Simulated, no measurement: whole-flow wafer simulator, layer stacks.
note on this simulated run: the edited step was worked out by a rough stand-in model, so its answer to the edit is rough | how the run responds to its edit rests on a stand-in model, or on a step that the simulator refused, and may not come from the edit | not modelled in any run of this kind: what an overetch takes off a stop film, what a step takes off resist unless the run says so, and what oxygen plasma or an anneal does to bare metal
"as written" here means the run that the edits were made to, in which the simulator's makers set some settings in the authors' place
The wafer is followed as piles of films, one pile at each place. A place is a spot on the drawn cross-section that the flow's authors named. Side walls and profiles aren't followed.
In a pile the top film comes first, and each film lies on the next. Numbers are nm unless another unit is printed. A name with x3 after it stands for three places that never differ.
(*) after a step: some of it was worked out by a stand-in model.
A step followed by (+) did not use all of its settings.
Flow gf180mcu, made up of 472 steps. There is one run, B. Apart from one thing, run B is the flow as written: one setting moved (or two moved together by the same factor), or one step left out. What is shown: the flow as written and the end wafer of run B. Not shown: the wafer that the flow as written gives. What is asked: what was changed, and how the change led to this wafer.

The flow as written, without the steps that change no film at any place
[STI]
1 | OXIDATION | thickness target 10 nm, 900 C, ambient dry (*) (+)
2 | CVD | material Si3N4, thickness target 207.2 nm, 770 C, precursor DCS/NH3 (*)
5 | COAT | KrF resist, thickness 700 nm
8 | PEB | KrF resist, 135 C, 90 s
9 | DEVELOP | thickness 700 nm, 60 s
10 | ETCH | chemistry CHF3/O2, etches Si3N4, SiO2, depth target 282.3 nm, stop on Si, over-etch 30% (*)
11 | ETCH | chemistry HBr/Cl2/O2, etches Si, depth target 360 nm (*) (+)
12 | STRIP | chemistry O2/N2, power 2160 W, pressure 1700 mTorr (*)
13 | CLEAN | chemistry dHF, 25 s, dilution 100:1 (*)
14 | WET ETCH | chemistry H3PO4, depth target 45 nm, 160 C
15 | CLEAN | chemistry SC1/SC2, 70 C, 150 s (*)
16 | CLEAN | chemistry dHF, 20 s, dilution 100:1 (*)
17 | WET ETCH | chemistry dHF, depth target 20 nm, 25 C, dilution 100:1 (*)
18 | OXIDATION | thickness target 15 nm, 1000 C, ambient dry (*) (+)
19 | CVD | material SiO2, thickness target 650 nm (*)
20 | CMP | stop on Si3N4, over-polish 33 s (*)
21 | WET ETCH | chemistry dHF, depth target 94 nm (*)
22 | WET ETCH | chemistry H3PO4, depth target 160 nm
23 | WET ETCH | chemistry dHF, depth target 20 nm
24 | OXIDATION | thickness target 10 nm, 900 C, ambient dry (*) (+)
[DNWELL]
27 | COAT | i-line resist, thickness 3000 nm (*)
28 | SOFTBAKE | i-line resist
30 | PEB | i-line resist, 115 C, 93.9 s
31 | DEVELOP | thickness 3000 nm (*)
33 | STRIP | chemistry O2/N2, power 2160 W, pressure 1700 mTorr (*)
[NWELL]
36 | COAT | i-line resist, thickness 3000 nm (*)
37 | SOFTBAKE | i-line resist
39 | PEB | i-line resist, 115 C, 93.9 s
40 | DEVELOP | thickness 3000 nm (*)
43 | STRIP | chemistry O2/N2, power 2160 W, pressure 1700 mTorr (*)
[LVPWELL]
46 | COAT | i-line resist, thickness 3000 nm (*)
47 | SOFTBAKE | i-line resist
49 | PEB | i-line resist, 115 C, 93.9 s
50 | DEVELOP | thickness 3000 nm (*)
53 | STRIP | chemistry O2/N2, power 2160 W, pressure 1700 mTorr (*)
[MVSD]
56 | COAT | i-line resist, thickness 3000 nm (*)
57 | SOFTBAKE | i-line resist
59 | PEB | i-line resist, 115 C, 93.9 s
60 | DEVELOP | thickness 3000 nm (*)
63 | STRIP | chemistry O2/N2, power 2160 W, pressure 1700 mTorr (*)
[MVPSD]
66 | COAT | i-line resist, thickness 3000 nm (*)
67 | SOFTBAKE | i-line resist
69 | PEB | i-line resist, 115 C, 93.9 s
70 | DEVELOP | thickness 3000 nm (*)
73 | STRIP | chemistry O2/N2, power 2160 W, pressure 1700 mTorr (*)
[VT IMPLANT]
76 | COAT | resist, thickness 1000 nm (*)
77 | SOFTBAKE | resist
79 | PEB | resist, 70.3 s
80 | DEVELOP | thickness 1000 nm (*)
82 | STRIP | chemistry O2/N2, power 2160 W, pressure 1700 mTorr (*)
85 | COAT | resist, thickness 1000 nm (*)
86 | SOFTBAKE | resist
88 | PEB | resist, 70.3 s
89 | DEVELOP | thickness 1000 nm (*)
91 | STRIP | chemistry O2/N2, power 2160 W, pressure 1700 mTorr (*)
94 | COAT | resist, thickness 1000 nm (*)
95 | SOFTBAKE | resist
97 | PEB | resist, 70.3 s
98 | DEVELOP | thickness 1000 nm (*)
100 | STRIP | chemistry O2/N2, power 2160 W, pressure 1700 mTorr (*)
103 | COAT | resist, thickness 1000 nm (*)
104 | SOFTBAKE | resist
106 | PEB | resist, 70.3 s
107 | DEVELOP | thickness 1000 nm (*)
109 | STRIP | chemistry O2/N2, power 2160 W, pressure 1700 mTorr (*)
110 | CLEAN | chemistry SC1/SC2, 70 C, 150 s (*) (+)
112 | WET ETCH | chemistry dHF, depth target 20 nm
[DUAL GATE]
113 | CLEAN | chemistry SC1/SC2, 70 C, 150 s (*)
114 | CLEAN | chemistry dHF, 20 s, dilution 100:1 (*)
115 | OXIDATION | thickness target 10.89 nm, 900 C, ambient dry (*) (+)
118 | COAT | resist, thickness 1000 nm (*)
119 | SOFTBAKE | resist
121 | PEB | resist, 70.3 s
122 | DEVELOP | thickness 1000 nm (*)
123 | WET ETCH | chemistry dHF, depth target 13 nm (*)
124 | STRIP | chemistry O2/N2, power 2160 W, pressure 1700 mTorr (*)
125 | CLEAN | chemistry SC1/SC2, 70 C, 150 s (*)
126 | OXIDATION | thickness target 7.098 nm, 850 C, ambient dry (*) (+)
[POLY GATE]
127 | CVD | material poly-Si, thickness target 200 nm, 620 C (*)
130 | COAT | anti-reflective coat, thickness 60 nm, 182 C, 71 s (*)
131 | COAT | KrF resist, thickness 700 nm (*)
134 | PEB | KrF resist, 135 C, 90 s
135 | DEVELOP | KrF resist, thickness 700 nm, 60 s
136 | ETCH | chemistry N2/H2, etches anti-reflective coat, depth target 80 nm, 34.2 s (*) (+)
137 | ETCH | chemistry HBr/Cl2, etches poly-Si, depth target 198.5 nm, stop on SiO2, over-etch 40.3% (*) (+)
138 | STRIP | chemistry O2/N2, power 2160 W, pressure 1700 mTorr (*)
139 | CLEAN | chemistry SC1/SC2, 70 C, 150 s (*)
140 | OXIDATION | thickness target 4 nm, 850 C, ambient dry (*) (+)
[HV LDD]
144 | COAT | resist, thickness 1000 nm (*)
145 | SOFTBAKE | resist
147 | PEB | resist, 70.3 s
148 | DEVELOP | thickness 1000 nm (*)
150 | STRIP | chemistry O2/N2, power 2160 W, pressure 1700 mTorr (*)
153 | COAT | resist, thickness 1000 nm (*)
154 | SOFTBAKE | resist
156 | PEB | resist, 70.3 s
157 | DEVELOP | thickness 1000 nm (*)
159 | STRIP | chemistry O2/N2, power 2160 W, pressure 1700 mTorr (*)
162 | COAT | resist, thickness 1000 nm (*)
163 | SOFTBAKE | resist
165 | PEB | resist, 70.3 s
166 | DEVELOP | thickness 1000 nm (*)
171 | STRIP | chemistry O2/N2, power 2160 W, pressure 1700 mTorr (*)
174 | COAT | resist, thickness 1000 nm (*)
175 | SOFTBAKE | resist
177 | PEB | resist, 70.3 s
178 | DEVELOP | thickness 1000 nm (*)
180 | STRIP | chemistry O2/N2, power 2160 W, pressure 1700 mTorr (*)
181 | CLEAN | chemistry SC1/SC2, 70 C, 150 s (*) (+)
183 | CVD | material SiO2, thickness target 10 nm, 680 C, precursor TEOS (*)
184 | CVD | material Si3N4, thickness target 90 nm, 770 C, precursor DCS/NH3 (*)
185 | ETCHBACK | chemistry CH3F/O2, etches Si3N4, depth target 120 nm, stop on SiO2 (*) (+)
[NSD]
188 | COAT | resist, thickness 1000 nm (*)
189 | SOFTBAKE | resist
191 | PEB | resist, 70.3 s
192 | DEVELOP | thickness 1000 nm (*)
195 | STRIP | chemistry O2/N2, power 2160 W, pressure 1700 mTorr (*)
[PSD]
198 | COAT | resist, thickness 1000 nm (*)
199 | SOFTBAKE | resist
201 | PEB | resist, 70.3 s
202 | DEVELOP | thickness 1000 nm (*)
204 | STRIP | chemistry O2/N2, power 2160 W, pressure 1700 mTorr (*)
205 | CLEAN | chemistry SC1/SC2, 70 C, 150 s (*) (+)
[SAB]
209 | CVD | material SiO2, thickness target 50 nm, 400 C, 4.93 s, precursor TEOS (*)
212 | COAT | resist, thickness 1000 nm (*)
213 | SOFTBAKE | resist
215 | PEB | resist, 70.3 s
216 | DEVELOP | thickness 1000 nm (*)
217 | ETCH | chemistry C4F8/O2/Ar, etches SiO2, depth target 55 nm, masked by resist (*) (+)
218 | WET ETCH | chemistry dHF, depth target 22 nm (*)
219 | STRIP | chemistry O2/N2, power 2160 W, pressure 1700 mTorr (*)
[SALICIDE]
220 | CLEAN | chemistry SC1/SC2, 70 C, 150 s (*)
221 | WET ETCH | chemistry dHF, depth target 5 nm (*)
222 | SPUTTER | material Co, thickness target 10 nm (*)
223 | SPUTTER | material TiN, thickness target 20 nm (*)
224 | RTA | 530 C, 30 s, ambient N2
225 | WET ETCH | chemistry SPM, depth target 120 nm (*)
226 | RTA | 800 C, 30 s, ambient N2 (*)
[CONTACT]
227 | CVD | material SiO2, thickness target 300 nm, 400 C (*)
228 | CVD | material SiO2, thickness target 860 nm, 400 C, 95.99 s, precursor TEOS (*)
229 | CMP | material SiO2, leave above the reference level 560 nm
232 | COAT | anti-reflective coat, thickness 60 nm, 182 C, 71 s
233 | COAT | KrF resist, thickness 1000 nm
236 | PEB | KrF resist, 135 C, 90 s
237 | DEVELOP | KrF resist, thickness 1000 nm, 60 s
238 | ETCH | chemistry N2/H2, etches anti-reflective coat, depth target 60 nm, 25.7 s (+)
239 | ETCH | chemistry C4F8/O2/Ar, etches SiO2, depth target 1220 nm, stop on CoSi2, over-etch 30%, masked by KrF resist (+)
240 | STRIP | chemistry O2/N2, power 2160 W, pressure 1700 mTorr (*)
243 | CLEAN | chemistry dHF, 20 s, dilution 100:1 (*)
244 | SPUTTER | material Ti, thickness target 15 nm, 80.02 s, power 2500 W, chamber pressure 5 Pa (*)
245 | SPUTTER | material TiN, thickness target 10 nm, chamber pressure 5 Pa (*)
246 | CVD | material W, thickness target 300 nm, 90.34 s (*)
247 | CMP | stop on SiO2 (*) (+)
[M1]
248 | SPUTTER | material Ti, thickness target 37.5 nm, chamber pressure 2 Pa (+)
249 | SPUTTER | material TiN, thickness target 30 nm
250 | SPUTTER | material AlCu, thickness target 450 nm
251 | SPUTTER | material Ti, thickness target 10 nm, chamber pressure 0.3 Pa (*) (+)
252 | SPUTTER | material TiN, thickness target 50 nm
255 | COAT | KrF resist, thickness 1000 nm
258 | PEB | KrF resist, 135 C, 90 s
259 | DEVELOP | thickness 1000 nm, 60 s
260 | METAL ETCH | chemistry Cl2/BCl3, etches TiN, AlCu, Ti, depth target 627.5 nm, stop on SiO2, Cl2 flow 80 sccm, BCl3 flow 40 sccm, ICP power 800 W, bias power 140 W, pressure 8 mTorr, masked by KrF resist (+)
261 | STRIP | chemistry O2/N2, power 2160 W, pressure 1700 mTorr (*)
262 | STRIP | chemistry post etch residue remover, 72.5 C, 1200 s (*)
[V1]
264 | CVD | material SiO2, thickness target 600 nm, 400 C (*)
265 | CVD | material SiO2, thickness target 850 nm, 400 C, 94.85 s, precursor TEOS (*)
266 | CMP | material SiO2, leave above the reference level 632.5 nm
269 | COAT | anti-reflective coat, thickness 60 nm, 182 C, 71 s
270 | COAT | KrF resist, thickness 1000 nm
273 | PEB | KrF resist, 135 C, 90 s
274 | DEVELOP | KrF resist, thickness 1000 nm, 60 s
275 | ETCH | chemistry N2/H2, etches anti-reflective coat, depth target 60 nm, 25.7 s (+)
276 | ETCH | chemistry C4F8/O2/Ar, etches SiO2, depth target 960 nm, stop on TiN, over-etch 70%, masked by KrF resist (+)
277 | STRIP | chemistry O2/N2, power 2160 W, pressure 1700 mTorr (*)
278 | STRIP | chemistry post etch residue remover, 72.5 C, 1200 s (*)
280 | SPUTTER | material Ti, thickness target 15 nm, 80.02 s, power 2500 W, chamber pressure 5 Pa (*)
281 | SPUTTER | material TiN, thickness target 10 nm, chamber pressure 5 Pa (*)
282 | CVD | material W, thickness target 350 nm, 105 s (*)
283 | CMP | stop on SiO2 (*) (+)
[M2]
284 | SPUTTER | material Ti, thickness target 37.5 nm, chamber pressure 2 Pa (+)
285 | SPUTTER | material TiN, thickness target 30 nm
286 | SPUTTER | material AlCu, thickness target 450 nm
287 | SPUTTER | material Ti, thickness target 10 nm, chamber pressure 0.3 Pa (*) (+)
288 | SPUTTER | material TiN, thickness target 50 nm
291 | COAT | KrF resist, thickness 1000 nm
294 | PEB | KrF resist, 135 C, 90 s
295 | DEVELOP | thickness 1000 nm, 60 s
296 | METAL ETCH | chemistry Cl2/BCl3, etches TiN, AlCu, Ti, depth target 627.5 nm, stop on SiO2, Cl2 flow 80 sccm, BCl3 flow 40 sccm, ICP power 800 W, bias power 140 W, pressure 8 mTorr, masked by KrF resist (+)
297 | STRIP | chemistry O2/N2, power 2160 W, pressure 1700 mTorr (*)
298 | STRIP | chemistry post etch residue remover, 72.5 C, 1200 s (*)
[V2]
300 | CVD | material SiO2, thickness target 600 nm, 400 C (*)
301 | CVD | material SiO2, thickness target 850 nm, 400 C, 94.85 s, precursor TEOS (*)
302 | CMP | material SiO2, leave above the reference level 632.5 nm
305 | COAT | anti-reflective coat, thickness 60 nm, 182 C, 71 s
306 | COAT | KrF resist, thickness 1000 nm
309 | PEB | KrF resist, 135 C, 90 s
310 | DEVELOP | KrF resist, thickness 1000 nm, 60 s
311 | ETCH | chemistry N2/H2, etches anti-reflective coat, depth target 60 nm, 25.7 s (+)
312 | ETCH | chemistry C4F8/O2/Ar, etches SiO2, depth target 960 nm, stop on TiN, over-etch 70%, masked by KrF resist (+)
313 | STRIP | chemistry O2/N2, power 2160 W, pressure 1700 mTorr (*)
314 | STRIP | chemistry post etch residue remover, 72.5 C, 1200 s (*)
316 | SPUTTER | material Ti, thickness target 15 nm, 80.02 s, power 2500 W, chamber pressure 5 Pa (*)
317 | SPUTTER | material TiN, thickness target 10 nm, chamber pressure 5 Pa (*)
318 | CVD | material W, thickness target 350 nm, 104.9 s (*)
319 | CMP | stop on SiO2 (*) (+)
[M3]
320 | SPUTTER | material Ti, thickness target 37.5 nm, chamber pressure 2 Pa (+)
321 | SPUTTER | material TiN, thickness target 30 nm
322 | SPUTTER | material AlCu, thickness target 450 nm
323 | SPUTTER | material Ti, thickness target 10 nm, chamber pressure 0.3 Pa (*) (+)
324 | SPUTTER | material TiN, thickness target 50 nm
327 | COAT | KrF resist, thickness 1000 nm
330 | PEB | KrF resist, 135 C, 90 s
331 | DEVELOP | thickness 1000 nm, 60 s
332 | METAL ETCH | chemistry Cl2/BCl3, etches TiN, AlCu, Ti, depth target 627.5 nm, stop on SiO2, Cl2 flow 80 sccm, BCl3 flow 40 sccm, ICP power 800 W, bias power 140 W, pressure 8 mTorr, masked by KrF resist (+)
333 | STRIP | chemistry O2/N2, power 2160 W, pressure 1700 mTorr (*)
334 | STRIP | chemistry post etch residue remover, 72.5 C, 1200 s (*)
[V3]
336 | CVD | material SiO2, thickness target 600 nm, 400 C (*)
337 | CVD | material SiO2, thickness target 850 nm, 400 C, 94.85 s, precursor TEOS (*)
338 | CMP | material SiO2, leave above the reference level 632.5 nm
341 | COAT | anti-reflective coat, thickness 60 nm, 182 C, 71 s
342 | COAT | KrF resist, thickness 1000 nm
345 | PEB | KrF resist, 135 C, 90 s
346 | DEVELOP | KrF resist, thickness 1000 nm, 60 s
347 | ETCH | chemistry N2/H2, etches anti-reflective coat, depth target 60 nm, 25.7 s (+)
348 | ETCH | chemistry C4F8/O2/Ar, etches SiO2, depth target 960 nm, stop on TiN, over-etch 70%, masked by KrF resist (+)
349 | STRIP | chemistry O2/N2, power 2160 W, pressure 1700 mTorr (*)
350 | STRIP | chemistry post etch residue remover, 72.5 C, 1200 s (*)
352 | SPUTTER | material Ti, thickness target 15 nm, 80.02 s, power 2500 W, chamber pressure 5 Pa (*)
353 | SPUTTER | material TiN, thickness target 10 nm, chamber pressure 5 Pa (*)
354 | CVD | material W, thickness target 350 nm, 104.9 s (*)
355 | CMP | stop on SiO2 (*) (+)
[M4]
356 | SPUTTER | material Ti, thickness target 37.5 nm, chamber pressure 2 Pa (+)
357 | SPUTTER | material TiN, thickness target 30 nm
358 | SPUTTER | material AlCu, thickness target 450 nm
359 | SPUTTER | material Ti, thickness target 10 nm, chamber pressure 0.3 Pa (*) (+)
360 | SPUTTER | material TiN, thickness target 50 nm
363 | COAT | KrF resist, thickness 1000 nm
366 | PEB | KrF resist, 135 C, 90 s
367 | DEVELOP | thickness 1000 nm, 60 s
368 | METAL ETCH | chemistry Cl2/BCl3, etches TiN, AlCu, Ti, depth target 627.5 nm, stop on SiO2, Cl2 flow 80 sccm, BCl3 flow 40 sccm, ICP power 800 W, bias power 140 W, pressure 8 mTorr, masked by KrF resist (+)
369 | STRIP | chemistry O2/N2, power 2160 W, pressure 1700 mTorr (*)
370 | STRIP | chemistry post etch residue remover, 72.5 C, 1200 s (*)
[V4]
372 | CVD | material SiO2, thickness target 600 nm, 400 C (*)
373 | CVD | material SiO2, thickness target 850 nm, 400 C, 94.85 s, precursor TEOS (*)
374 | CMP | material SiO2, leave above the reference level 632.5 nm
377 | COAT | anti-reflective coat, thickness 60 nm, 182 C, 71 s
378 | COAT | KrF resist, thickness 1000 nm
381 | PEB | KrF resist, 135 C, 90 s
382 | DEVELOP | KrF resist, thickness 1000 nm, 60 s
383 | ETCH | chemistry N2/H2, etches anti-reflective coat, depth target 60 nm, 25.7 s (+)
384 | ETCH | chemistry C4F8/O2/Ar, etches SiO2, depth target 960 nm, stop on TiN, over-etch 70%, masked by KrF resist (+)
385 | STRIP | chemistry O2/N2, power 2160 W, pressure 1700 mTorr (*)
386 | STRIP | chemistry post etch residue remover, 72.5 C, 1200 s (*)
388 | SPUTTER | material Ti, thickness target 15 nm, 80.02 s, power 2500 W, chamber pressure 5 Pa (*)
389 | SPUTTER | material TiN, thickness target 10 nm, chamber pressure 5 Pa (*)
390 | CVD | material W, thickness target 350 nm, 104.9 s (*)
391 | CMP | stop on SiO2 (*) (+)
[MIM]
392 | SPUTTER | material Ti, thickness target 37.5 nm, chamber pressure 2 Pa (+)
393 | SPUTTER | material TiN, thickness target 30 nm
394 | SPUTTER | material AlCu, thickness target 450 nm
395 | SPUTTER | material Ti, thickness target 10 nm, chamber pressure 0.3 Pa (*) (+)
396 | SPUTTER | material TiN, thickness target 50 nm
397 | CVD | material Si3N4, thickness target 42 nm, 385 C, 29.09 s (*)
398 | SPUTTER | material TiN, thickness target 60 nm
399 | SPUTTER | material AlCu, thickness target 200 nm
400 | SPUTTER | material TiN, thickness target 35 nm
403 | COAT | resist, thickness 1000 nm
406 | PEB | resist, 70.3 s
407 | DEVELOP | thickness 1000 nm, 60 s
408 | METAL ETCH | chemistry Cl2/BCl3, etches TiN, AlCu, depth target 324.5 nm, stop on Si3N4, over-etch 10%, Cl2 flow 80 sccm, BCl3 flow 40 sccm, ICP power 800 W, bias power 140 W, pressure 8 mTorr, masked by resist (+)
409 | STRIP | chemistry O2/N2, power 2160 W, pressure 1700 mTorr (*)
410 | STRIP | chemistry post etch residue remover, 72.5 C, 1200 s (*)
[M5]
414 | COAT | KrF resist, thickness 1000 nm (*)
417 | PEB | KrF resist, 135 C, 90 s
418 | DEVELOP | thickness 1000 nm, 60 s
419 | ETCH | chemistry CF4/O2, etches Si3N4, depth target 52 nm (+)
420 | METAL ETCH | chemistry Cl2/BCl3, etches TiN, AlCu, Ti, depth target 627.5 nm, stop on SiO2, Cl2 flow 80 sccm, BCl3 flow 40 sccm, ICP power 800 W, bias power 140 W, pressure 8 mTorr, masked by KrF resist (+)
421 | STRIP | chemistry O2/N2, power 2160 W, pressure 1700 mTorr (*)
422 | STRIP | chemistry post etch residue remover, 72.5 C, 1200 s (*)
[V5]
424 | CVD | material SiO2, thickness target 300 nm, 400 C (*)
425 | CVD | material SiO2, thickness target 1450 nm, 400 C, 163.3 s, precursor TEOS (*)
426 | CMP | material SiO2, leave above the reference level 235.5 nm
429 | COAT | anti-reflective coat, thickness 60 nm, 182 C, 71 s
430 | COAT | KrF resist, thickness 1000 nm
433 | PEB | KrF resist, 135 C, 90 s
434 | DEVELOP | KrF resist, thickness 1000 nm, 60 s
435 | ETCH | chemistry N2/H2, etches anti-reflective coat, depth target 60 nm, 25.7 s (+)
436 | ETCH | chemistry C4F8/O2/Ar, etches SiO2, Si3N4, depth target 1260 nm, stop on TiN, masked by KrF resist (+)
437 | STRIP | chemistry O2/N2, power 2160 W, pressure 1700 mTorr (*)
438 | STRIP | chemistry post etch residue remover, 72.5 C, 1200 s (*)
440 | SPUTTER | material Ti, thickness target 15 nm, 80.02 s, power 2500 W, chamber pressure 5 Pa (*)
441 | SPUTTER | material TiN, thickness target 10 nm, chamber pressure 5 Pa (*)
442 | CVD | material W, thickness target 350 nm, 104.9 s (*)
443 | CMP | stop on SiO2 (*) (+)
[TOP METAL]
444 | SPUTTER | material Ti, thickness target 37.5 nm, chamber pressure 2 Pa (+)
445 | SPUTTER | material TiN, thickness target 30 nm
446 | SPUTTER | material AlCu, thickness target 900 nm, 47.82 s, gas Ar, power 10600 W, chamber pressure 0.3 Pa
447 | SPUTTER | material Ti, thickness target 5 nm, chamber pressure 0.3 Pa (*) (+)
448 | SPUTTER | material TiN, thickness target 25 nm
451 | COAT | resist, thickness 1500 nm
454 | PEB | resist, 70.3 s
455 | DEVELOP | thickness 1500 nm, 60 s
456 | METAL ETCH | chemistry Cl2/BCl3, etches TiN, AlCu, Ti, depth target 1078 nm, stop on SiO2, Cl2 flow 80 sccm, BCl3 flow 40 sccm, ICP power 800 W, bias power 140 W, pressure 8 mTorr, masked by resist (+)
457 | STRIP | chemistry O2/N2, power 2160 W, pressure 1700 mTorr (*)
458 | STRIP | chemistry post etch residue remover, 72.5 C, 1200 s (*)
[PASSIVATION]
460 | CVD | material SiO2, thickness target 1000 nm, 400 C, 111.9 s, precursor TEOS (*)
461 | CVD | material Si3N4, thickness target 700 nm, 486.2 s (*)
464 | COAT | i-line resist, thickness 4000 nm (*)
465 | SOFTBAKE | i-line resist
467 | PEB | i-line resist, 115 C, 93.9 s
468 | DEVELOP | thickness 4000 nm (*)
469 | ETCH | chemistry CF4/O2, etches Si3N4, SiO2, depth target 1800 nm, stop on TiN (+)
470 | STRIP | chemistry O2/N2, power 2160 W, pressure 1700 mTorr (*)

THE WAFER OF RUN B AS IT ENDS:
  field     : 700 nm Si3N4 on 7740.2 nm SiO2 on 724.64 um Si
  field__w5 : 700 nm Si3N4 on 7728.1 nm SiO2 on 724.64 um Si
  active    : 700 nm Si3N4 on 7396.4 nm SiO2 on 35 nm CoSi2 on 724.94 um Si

What caused this: step 425, CVD: thickness target 652 nm was run, whereas the flow has thickness target 1450 nm; step 425, CVD: 73.48 s was run, where the flow has 163.3 s.

Step by step, how the change led to this:
  425 | CVD | material SiO2, thickness target 1450 nm, 400 C, 163.3 s, precursor TEOS (*)
      field, field__w1, field__w4 and 100 more: SiO2 gains 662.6 (it would be, as written: SiO2 gains 1450)
      field__w2, field__w3, field__w12 and 6 more: SiO2 gains 650.3 (it would be, as written: SiO2 gains 1421.8)
  426 | CMP | material SiO2, leave above the reference level 235.5 nm
      field, field__w1, field__w5 and 92 more: nothing (it would be, as written: SiO2 loses 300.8)
      field__w2, field__w3, field__w12 and 6 more: nothing (it would be, as written: SiO2 loses 272.7)
      (also at 8 further places)
  429 | COAT | anti-reflective coat, thickness 60 nm, 182 C, 71 s
      field_sub__w2, field_sub__w3, field_sub__w4 and 10 more: anti-reflective coat gains 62 (new film) (it would be, as written: anti-reflective coat gains 60 (new film))
      p_well, sti, spacer, sd_n, pad, dice_street: anti-reflective coat gains 63.2 (new film) (it would be, as written: anti-reflective coat gains 60 (new film))
      (also at 55 further places)
  430 | COAT | KrF resist, thickness 1000 nm
      field: KrF resist gains 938 (new film) (it would be, as written: KrF resist gains 1000 (new film))
      field__w5: KrF resist gains 1026.7 (new film) (it would be, as written: KrF resist gains 1000 (new film))
      (also at 29 further places)
  433 | PEB | KrF resist, 135 C, 90 s
      field__w7, ppoly_u, npoly_sal: KrF resist loses 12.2 (it would be, as written: KrF resist loses 10.5)
      polyc_n, polyc_n_rim: KrF resist loses 15.4 (it would be, as written: KrF resist loses 10.5)
      (also at 18 further places)
  434 | DEVELOP | KrF resist, thickness 1000 nm, 60 s
      contact: KrF resist loses 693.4 (all of it) (it would be, as written: KrF resist loses 989.5 (all of it))
  435 | ETCH | chemistry N2/H2, etches anti-reflective coat, depth target 60 nm, 25.7 s (+)
      contact: anti-reflective coat loses 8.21 (all of it), SiO2 loses 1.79 (it would be, as written: anti-reflective coat loses 60 (all of it), SiO2 loses 0.46)
  437 | STRIP | chemistry O2/N2, power 2160 W, pressure 1700 mTorr (*)
      p_well, sti, spacer, sd_n, pad, dice_street: KrF resist loses 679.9 (all of it), anti-reflective coat loses 63.2 (all of it) (it would be, as written: KrF resist loses 679.2 (all of it), anti-reflective coat loses 60 (all of it))
      ld_sd_p, ld_gate_p, ld_acc_p, ld_fp_p: KrF resist loses 683.8 (all of it), anti-reflective coat loses 62 (all of it) (it would be, as written: KrF resist loses 679.2 (all of it), anti-reflective coat loses 60 (all of it))
      (also at 64 further places)
  440 | SPUTTER | material Ti, thickness target 15 nm, 80.02 s, power 2500 W, chamber pressure 5 Pa (*)
      field__w2: Ti gains 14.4 (new film) (it would be, as written: Ti gains 15 (new film))
      contact: Ti gains 10.8 (new film) (it would be, as written: Ti gains 8.12 (new film))
  441 | SPUTTER | material TiN, thickness target 10 nm, chamber pressure 5 Pa (*)
      contact: TiN gains 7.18 (new film) (it would be, as written: TiN gains 5.38 (new film))
  442 | CVD | material W, thickness target 350 nm, 104.9 s (*)
      contact: W gains 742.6 (new film) (it would be, as written: W gains 1233.6 (new film))
  443 | CMP | stop on SiO2 (*) (+)
      field__w3, field__w12, npoly_sal, ppoly_sal, nw_sep_fld, gate_hv5, gate_p_hv5, sti_nw: W loses 350 (all of it), TiN loses 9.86 (all of it), Ti loses 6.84 (it would be, as written: W loses 350 (all of it), TiN loses 10 (all of it), Ti loses 15 (all of it), SiO2 loses 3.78)
      field__w2: W loses 350 (all of it), TiN loses 9.62 (all of it), Ti loses 6.5 (it would be, as written: W loses 350 (all of it), TiN loses 10 (all of it), Ti loses 15 (all of it), SiO2 loses 3.78)
      (also at 102 further places)
  444 | SPUTTER | material Ti, thickness target 37.5 nm, chamber pressure 2 Pa (+)
      field__w2, field__w3, field__w12 and 6 more: Ti gains 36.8 (it would be, as written: Ti gains 37.5 (new film))
  445 | SPUTTER | material TiN, thickness target 30 nm
      field__w2, field__w3, field__w12 and 6 more: TiN gains 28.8 (new film) (it would be, as written: TiN gains 30 (new film))
  446 | SPUTTER | material AlCu, thickness target 900 nm, 47.82 s, gas Ar, power 10600 W, chamber pressure 0.3 Pa
      field__w2, field__w3, field__w12 and 6 more: AlCu gains 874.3 (new film) (it would be, as written: AlCu gains 900 (new film))
  447 | SPUTTER | material Ti, thickness target 5 nm, chamber pressure 0.3 Pa (*) (+)
      field__w2: Ti gains 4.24 (new film) (it would be, as written: Ti gains 5 (new film))
  ... another 10 steps ...
  470 | STRIP | chemistry O2/N2, power 2160 W, pressure 1700 mTorr (*)
      field__w8, m1__w1: i-line resist loses 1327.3 (all of it) (it would be, as written: i-line resist loses 1775.9 (all of it))
      m1: i-line resist loses 1345.5 (all of it) (it would be, as written: i-line resist loses 1798.9 (all of it))
      (also at 3 further places)
